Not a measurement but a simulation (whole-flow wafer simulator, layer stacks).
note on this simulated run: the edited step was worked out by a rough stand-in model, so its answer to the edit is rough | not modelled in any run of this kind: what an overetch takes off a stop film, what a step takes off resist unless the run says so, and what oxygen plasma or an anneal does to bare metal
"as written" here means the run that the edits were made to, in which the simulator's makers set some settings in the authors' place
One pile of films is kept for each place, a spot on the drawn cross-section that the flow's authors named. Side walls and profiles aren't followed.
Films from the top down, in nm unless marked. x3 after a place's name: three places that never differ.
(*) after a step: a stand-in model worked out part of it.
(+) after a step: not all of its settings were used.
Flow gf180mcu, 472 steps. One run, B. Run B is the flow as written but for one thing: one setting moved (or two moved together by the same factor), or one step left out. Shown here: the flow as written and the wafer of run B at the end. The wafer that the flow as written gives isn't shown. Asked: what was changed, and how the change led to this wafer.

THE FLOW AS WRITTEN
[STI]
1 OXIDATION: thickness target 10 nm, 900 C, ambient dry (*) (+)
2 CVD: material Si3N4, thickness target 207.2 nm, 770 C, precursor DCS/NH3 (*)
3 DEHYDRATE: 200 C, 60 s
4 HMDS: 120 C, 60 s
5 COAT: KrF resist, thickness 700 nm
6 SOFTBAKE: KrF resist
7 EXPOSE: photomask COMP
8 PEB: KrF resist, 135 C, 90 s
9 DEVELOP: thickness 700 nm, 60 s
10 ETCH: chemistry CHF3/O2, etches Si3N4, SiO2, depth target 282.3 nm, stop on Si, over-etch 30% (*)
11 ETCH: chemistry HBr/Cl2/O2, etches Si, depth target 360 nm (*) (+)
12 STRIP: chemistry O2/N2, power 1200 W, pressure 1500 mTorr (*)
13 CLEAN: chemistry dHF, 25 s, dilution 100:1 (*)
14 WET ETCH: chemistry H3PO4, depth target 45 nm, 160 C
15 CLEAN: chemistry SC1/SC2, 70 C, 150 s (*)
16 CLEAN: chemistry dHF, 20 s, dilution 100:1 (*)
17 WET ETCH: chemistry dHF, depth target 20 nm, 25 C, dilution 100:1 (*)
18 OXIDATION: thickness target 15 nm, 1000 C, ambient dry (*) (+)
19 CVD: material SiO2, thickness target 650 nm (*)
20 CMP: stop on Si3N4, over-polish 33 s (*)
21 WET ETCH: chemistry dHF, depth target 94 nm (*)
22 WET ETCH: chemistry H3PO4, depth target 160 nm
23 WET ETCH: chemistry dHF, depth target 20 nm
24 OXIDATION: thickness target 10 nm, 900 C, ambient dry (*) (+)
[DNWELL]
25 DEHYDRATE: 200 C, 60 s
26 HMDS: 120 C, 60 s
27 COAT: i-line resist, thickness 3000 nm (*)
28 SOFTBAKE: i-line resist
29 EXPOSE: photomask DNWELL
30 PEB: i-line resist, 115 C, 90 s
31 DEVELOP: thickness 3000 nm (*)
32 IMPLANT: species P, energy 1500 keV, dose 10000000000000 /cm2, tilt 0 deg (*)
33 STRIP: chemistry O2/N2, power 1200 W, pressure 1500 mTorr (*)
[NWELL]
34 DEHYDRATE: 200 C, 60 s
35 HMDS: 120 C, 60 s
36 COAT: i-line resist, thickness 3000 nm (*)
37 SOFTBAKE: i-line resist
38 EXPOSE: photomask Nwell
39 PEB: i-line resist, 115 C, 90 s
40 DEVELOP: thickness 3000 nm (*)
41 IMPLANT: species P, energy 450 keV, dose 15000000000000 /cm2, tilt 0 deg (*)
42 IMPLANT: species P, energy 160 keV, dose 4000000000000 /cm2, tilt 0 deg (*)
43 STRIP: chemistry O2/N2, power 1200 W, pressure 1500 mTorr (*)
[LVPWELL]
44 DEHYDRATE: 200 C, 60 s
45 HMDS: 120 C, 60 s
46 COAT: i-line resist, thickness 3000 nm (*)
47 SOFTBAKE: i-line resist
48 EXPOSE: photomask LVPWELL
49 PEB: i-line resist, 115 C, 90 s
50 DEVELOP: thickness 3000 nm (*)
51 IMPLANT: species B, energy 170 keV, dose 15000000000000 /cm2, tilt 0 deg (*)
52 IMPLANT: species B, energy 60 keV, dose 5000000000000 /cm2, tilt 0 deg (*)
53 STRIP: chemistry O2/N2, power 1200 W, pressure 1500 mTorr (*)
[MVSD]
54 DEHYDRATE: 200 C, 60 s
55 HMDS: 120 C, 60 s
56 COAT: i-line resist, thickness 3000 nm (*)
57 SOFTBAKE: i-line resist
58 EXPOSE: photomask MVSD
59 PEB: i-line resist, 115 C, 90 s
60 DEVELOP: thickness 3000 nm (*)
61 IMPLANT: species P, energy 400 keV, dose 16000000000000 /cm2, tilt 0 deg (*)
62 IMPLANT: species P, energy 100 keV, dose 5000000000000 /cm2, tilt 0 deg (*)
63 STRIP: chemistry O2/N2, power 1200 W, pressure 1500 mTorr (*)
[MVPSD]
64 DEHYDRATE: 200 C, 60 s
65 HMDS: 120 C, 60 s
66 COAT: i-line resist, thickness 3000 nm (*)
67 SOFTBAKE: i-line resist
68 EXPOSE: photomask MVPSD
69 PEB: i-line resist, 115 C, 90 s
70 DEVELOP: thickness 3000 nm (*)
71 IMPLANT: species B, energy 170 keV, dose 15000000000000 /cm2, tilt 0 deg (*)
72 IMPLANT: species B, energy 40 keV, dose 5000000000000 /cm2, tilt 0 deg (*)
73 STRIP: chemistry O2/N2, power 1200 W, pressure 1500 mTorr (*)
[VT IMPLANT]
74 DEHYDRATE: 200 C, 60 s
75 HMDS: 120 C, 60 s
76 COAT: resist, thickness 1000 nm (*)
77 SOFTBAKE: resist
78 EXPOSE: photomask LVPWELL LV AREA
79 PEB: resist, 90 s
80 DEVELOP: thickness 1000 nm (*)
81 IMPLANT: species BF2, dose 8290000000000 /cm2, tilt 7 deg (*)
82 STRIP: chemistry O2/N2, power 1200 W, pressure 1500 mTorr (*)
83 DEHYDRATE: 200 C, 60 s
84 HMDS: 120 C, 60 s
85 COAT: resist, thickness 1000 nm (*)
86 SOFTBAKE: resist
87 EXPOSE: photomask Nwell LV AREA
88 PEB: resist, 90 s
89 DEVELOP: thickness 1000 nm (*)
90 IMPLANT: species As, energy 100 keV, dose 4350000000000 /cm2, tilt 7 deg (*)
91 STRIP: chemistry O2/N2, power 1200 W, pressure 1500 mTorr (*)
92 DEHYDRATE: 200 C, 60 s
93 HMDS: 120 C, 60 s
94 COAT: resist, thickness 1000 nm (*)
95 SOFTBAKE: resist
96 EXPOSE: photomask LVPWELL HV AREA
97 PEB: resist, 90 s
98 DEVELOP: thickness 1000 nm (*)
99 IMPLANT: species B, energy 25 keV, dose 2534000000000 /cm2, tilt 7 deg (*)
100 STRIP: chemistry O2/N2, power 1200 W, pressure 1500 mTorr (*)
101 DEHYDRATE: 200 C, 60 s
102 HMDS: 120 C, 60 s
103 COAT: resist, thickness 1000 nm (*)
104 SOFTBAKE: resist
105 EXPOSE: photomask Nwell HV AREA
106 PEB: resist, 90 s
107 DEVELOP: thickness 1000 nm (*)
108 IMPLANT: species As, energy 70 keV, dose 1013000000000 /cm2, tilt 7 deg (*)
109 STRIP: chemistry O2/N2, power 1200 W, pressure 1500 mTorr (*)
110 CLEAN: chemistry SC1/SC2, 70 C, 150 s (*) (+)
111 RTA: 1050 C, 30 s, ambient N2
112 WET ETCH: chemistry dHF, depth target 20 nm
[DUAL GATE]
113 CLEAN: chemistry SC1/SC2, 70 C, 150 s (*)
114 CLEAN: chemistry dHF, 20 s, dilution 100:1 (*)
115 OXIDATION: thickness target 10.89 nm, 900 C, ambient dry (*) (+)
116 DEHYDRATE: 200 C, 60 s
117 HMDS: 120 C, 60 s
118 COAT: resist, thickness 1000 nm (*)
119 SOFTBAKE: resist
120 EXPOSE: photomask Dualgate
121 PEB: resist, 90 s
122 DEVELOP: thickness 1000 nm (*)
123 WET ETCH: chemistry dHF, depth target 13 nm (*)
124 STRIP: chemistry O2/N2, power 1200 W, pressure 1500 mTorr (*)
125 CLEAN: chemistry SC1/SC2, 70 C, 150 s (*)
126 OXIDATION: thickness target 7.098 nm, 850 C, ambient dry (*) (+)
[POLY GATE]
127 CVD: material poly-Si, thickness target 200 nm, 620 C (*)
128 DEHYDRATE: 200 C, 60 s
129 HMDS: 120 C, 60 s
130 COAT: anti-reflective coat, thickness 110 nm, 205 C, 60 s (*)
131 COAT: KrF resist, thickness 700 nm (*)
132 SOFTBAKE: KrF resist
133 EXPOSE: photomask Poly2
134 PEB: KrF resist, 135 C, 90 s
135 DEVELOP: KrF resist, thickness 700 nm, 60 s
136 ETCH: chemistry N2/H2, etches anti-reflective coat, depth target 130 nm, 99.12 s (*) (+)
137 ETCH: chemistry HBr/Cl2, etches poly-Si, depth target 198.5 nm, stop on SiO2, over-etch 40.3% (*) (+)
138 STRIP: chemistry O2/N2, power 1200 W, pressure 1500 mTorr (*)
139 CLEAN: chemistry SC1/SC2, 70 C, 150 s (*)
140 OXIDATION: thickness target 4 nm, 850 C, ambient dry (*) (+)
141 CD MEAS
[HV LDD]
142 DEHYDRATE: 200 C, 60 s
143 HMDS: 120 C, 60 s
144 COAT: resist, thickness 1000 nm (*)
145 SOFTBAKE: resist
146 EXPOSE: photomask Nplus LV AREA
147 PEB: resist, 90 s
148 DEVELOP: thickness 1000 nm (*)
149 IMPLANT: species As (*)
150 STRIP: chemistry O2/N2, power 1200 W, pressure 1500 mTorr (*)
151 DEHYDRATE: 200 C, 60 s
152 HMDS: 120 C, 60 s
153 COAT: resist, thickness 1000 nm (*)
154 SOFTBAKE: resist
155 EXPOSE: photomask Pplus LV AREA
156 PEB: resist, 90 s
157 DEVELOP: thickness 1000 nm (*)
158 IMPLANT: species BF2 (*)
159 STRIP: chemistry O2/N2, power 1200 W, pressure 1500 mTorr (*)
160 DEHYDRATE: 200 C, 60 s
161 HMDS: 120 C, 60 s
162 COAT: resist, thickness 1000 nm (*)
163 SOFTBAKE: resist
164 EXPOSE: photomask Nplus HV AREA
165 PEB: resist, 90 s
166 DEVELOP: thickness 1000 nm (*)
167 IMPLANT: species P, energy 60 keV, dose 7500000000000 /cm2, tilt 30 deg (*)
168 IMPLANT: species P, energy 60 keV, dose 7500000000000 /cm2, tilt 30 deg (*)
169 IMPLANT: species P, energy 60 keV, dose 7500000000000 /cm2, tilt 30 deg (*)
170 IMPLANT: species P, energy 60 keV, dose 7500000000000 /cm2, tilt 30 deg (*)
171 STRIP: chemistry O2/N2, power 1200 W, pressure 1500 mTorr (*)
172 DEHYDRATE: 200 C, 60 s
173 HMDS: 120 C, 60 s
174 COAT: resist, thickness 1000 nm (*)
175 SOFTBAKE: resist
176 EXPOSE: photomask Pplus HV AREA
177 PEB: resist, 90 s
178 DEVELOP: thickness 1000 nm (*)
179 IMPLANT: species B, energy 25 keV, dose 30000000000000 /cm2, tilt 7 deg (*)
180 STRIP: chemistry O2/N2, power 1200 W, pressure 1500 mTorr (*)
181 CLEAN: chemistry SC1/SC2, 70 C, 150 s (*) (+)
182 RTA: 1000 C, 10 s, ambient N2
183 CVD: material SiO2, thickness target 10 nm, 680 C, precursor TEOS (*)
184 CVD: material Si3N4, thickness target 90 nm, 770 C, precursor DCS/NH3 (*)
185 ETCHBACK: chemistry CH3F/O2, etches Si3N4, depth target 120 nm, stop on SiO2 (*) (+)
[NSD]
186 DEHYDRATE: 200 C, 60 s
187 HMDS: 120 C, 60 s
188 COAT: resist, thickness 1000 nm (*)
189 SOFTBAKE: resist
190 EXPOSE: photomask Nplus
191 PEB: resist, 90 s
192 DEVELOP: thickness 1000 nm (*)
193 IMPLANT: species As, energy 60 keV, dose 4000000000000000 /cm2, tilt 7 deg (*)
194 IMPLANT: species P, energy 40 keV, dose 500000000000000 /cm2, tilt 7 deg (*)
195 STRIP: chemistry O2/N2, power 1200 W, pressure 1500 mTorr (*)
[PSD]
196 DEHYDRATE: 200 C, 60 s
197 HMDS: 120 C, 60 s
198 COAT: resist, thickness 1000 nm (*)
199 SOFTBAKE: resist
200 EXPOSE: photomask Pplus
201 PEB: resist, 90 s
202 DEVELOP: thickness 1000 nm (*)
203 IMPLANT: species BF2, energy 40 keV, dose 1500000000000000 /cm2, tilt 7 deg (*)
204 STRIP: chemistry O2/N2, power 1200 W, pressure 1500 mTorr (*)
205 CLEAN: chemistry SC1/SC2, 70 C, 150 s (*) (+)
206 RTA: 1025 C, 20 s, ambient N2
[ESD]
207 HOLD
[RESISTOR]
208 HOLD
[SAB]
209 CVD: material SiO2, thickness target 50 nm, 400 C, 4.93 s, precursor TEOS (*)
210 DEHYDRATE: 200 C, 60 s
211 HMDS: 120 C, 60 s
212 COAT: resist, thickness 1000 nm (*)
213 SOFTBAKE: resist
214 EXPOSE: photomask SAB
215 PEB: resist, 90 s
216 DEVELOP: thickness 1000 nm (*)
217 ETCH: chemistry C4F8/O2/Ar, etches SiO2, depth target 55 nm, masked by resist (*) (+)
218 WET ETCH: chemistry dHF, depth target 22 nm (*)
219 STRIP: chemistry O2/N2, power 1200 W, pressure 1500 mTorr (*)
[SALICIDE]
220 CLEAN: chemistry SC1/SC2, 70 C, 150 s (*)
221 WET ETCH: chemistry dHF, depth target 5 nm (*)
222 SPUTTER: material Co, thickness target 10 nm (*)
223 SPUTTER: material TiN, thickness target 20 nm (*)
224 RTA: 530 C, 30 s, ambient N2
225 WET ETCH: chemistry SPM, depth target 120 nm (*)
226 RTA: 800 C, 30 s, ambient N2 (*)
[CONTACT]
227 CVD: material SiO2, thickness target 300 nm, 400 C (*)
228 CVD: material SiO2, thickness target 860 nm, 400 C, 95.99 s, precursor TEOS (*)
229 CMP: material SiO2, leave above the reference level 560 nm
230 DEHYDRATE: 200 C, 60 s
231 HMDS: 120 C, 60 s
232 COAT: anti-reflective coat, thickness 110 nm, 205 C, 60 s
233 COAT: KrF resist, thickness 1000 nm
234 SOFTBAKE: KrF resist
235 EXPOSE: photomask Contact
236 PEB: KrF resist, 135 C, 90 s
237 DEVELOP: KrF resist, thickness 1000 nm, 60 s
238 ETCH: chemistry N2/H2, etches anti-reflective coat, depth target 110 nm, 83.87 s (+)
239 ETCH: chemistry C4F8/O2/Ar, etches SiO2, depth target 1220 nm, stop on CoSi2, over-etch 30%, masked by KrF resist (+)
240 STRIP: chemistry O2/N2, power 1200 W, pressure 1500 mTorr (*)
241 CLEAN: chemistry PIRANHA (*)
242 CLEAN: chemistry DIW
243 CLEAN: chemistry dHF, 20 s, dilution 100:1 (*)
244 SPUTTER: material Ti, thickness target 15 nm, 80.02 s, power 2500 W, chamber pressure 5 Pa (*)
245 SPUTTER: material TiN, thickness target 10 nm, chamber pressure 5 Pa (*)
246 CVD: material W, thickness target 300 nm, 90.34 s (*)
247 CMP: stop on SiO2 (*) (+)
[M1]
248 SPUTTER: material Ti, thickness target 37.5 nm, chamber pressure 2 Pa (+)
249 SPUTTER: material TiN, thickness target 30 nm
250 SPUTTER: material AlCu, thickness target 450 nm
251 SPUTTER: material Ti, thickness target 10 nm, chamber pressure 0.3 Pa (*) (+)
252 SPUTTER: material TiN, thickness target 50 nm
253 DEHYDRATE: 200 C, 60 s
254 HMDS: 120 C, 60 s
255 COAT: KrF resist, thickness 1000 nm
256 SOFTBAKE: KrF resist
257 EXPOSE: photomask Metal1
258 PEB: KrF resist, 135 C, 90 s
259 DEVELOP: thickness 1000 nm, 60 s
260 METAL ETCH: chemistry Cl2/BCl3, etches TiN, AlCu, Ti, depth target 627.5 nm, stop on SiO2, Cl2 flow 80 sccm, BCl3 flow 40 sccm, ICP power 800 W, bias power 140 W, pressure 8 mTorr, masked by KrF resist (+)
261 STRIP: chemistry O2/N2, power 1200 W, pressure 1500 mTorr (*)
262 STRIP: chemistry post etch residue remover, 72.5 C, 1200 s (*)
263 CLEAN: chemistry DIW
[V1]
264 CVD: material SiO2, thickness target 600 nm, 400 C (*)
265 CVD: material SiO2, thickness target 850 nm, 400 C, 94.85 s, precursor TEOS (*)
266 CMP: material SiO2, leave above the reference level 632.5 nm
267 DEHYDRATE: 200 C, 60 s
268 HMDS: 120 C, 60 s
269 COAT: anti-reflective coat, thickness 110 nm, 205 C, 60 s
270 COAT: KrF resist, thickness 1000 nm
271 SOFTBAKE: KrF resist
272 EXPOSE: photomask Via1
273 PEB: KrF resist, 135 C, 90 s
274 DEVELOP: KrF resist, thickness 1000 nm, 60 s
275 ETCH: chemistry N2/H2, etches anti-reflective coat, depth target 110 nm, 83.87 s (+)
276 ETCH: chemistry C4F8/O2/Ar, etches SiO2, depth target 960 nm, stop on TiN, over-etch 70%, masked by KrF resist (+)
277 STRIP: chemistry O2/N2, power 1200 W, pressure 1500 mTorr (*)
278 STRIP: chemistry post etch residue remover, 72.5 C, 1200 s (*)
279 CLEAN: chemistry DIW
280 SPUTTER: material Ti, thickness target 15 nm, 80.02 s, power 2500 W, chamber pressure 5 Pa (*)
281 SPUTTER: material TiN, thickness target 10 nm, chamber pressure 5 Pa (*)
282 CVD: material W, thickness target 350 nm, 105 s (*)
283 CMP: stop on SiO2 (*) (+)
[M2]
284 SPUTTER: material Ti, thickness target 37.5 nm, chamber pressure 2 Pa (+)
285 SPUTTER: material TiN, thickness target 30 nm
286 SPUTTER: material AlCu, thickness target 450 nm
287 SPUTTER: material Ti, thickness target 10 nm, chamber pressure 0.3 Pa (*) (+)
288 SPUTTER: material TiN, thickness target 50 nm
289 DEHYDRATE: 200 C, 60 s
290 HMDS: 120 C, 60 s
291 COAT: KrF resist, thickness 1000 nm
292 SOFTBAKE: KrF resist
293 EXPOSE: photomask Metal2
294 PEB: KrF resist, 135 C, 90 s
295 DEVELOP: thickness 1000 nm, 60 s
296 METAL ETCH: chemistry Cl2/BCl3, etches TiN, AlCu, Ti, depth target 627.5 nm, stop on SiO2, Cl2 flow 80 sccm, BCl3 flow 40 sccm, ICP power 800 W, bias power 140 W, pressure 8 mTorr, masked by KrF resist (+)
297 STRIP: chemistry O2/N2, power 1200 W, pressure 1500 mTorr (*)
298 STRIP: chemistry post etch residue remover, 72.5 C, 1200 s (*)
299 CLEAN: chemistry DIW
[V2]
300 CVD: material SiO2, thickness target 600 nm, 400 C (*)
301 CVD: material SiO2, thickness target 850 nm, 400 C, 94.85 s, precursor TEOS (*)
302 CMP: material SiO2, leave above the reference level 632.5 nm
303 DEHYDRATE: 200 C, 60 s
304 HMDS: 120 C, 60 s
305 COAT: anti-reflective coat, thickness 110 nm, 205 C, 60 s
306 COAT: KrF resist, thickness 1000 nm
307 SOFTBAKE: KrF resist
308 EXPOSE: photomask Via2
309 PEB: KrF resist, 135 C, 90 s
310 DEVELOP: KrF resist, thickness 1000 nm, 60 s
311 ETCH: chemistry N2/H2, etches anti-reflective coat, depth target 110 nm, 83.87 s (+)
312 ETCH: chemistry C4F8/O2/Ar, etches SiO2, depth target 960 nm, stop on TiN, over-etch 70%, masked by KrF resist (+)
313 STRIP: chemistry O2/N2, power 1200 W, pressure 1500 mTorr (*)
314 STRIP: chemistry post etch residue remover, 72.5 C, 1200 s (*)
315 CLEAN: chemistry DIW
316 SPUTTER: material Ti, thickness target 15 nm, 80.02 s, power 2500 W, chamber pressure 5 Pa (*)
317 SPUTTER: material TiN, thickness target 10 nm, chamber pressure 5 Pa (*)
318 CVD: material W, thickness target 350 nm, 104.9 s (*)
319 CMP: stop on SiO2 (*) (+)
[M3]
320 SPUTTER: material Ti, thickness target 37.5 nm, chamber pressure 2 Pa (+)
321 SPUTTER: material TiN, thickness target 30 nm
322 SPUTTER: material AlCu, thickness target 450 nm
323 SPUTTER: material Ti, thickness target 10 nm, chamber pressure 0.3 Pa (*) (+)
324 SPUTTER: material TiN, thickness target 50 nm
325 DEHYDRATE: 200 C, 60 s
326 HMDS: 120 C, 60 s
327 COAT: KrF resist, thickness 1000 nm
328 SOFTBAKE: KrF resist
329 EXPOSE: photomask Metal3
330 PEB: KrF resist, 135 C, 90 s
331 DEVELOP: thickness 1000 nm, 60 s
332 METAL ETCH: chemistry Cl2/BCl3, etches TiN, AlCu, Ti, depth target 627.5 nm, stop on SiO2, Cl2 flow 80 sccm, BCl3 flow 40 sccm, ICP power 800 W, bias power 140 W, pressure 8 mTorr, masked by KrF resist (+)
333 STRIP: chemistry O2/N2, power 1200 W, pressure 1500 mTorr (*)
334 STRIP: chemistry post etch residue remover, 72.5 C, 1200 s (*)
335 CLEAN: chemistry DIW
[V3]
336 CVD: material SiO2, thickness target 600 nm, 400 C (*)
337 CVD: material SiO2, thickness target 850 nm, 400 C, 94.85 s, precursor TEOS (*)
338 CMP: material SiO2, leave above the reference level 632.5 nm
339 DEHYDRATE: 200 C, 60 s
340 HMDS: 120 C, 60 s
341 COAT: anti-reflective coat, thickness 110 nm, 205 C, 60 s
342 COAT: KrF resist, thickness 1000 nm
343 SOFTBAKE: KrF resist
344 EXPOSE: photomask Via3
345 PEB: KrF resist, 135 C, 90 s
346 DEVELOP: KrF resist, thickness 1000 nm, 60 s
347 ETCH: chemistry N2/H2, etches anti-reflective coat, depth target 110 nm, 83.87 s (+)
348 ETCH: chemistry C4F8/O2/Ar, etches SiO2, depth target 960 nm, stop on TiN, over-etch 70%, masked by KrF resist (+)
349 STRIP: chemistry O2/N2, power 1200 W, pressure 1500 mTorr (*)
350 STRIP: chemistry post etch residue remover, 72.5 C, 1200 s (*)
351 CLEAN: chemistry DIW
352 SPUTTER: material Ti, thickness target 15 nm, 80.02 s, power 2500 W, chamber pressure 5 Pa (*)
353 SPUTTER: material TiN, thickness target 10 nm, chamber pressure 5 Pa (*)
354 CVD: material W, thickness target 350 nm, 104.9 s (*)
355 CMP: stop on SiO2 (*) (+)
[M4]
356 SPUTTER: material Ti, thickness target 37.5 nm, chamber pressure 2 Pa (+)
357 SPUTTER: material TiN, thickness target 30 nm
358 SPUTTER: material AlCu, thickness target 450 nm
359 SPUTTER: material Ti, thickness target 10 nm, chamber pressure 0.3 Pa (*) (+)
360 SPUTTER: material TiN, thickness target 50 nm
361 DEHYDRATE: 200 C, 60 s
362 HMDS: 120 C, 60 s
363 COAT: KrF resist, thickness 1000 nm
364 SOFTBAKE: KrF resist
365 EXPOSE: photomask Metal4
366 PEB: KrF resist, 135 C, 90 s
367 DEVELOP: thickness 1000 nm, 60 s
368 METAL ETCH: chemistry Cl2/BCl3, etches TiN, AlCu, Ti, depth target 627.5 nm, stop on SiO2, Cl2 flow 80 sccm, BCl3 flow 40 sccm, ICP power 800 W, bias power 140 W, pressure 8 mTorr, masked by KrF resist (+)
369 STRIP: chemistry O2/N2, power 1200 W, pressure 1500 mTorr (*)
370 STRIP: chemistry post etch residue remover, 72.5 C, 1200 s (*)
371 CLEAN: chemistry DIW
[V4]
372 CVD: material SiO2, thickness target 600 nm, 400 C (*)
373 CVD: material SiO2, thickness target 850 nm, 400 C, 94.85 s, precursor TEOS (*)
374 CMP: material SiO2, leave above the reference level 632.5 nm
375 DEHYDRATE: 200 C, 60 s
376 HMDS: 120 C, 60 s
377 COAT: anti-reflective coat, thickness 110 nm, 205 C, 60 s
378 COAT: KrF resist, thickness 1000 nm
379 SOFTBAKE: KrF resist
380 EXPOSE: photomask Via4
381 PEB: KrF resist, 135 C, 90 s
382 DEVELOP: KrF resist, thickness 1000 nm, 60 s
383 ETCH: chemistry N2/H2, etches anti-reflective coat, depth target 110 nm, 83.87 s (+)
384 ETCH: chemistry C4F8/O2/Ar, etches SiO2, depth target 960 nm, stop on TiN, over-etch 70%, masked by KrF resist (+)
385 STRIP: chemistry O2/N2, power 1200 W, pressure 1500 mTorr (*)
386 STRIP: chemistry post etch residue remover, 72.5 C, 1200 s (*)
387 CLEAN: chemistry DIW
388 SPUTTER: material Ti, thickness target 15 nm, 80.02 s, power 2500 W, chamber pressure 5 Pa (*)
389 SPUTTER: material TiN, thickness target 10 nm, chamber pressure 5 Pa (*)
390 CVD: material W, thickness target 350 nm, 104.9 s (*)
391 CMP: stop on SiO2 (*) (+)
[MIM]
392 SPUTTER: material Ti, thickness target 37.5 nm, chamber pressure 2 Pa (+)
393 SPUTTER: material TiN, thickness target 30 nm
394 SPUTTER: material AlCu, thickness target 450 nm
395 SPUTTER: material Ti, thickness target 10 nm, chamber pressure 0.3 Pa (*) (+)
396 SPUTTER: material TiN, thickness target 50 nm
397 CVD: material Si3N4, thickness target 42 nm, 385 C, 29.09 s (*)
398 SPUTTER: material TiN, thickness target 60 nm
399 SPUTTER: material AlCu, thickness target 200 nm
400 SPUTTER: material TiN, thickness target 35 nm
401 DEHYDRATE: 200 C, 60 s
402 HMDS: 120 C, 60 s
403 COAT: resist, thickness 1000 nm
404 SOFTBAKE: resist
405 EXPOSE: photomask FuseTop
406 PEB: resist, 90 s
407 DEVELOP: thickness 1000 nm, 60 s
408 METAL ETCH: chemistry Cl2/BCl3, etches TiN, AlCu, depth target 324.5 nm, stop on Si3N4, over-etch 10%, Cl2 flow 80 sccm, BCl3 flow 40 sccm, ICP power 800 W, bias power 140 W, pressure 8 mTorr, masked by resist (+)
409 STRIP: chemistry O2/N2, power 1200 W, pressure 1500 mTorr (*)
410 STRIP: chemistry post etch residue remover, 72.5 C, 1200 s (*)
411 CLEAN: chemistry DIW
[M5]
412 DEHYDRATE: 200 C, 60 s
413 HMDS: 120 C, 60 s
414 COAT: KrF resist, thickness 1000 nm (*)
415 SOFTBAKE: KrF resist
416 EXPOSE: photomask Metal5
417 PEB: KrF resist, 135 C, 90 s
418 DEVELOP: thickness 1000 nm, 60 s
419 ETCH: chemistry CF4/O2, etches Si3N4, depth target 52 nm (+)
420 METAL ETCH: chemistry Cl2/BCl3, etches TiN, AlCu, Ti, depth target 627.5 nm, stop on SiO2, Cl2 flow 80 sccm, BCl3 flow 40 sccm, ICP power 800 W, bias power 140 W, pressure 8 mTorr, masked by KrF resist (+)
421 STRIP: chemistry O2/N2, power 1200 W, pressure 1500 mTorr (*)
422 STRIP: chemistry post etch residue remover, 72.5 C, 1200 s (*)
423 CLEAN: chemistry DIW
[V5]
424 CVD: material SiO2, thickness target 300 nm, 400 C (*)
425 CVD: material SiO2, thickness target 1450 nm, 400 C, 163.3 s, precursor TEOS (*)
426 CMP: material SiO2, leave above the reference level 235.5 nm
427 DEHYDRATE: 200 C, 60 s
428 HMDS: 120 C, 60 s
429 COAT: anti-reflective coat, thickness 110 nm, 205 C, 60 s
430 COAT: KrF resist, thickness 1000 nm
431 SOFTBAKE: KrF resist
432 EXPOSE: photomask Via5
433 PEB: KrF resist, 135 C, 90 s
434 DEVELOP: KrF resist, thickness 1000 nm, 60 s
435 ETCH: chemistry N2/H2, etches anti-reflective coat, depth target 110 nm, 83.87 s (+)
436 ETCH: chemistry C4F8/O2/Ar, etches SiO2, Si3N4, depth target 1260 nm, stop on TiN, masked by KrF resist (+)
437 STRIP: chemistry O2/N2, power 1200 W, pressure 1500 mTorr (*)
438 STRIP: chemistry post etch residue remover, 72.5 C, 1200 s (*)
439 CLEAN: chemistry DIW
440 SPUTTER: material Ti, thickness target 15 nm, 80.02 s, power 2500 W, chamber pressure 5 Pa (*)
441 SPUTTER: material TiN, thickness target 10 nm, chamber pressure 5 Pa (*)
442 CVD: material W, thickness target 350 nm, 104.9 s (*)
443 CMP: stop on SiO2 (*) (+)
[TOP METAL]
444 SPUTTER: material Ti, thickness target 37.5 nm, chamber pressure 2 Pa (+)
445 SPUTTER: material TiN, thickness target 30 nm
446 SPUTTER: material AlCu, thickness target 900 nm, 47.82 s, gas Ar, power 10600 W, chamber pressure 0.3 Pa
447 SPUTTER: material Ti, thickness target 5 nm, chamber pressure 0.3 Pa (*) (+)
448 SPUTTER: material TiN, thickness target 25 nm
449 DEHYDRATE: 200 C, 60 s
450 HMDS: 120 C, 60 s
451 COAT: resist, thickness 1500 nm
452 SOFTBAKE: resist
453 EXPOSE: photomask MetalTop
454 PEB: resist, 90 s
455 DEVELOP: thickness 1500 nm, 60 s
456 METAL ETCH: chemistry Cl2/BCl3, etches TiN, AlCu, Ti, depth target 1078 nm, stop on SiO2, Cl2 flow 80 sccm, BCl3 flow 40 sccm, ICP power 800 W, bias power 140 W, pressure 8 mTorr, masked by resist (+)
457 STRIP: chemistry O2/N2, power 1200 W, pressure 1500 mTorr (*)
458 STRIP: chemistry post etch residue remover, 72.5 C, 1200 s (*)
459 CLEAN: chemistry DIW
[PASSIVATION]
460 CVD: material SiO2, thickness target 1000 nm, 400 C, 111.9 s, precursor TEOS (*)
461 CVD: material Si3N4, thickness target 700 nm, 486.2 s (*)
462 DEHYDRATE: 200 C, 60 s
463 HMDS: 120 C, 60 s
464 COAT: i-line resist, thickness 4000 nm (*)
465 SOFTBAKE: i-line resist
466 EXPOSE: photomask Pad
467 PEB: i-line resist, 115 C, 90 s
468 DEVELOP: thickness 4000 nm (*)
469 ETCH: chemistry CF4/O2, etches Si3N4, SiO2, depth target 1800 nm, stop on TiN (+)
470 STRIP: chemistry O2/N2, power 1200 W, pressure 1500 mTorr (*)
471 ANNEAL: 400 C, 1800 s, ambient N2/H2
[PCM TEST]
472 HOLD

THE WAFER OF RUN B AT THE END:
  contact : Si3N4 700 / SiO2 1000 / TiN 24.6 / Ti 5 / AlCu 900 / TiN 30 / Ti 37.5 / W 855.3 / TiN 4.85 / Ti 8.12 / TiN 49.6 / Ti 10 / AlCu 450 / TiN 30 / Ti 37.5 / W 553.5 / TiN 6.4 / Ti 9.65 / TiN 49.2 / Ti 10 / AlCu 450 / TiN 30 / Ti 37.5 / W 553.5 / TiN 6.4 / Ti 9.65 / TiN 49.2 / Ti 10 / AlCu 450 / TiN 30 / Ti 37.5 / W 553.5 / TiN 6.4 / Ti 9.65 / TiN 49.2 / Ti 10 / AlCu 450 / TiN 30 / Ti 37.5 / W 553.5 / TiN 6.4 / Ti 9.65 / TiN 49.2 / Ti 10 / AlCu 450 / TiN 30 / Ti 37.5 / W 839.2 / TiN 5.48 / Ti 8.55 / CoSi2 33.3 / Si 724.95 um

The cause: step 441, SPUTTER: chamber pressure 3.2 Pa was run, where the flow has chamber pressure 5 Pa.

How the change led to this, step by step:
  441 SPUTTER: material TiN, thickness target 10 nm, chamber pressure 5 Pa (*)
      contact: TiN +4.85 (new film) (as written it would be: TiN +5.38 (new film))
